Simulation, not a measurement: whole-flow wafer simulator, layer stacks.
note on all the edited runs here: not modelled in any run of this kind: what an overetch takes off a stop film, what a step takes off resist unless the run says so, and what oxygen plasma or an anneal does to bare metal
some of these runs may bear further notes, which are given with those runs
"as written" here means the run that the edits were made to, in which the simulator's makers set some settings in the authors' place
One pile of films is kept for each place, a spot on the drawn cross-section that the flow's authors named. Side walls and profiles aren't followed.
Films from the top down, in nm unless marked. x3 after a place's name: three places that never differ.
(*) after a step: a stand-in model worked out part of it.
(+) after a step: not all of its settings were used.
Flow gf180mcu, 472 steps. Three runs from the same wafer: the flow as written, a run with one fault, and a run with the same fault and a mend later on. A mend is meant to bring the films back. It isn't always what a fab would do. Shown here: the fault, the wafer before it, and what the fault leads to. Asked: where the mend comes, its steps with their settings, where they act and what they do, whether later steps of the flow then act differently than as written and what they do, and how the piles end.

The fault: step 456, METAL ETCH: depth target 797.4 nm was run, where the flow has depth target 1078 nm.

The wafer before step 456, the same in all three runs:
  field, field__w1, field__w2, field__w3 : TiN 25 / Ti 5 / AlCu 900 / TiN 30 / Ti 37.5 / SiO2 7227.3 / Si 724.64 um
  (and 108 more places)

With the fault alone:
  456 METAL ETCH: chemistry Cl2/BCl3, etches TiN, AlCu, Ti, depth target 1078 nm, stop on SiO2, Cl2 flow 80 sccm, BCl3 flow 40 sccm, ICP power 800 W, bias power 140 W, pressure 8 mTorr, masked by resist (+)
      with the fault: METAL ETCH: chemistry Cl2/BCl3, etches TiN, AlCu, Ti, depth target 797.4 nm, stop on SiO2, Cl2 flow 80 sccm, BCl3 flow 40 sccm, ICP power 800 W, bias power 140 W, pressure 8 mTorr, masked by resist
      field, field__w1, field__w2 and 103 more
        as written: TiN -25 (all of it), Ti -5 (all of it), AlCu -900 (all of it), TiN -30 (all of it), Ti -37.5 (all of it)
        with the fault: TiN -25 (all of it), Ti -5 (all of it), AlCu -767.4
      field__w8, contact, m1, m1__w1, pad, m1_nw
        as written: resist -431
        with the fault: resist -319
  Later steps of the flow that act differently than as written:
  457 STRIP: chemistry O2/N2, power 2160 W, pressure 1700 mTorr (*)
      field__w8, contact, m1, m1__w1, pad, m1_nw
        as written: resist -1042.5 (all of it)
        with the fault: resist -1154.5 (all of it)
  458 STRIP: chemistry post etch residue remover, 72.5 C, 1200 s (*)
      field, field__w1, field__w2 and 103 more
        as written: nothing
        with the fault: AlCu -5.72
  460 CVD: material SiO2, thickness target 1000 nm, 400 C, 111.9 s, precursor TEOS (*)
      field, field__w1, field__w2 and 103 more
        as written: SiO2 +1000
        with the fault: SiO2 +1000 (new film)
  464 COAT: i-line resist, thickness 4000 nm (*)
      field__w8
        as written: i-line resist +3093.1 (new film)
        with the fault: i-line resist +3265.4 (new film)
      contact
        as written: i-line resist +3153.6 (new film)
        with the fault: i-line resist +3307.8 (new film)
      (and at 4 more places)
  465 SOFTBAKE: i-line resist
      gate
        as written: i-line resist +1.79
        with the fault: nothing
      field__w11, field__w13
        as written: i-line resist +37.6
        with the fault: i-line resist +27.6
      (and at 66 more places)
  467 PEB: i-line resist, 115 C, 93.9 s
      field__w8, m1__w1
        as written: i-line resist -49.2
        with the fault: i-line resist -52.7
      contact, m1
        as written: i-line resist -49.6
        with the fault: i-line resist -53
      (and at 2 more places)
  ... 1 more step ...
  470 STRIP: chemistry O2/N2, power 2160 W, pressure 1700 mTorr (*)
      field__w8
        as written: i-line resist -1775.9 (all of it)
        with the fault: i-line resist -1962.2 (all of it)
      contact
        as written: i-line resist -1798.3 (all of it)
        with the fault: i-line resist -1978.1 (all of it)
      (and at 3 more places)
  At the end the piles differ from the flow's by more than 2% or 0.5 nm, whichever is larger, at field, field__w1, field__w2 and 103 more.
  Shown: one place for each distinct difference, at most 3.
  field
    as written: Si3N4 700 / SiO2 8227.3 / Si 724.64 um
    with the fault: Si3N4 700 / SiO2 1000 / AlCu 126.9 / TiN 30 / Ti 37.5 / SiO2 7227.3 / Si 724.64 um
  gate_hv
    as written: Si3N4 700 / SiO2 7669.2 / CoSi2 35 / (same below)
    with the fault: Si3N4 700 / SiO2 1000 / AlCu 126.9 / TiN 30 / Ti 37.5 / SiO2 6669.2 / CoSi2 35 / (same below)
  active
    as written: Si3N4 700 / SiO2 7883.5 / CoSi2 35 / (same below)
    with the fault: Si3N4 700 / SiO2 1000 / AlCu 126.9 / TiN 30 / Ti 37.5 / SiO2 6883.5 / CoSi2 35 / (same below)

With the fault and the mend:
  The mend comes after step 458.
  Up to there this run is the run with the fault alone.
  458a DEHYDRATE: 200 C, 60 s (the flow's step 449 once more)
      changes no film at any place that is followed
  458b HMDS: 120 C, 60 s (the flow's step 450 once more)
      changes no film at any place that is followed
  458c COAT: resist, thickness 1500 nm (*) (the flow's step 451 once more)
      iso_ptap_pw, iso_ntap_nw, iso_nw_fld and 33 more
        resist +1500 (new film)
      field_sub, field_sub__w1, field_sub__w5, ld_fp_n, ld_drift_n, ld_drn_n
        resist +1509.9 (new film)
      p_well, sti, spacer, sd_n, mim_1p0, dice_street
        resist +1503.8 (new film)
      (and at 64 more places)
  458d SOFTBAKE: resist (the flow's step 452 once more)
      sd_p_hv, nw_enc_fld, nw_enc_fld__w1
        resist -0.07
      field
        resist -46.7
      field__w1
        resist +16
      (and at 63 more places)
  458e EXPOSE: photomask MetalTop (the flow's step 453 once more)
      changes no film at any place that is followed
  458f PEB: resist, 70.3 s (the flow's step 454 once more)
      field__w2, field__w3, field__w5 and 41 more
        resist -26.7
      iso_ptap_pw, iso_ntap_nw, iso_nw_fld and 33 more
        resist -26.5
      p_well, sti, spacer, sd_n, mim_1p0, dice_street
        resist -26.6
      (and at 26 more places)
  458g DEVELOP: thickness 1500 nm, 60 s (the flow's step 455 once more)
      iso_ptap_pw, iso_ntap_nw, iso_nw_fld and 33 more
        resist -1473.5 (all of it)
      field__w5, field__w9, nplus_u, npoly_u, nw_enc_fld_lv__w1, nw_enc_fld_lv__w4
        resist -1483.9 (all of it)
      p_well, sti, spacer, sd_n, mim_1p0, dice_street
        resist -1477.2 (all of it)
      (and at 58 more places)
  458h METAL ETCH: chemistry Cl2/BCl3, etches TiN, AlCu, Ti, depth target 280.1 nm, stop on SiO2, Cl2 flow 80 sccm, BCl3 flow 40 sccm, ICP power 800 W, bias power 140 W, pressure 8 mTorr, masked by resist (+) (the flow's step 456 once more, with other settings)
      field, field__w1, field__w2 and 103 more
        AlCu -126.9 (all of it), TiN -30 (all of it), Ti -37.5 (all of it)
      field__w8, contact, m1, m1__w1, pad, m1_nw
        resist -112
  458i STRIP: chemistry O2/N2, power 2160 W, pressure 1700 mTorr (*) (the flow's step 457 once more)
      field__w8
        resist -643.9 (all of it)
      contact
        resist -641.6 (all of it)
      m1
        resist -641.9 (all of it)
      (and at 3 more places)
  458j STRIP: chemistry post etch residue remover, 72.5 C, 1200 s (*) (the flow's step 458 once more)
      field__w8, contact, m1, m1__w1, pad, m1_nw
        TiN -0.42
  No later step of the flow acts differently than as written, at any place that is followed, by more than 2% or 0.5 nm, whichever is larger.
  At the end the piles differ from the flow's only slightly at the places that both follow, by at most 2% or 0.5 nm, whichever is larger.
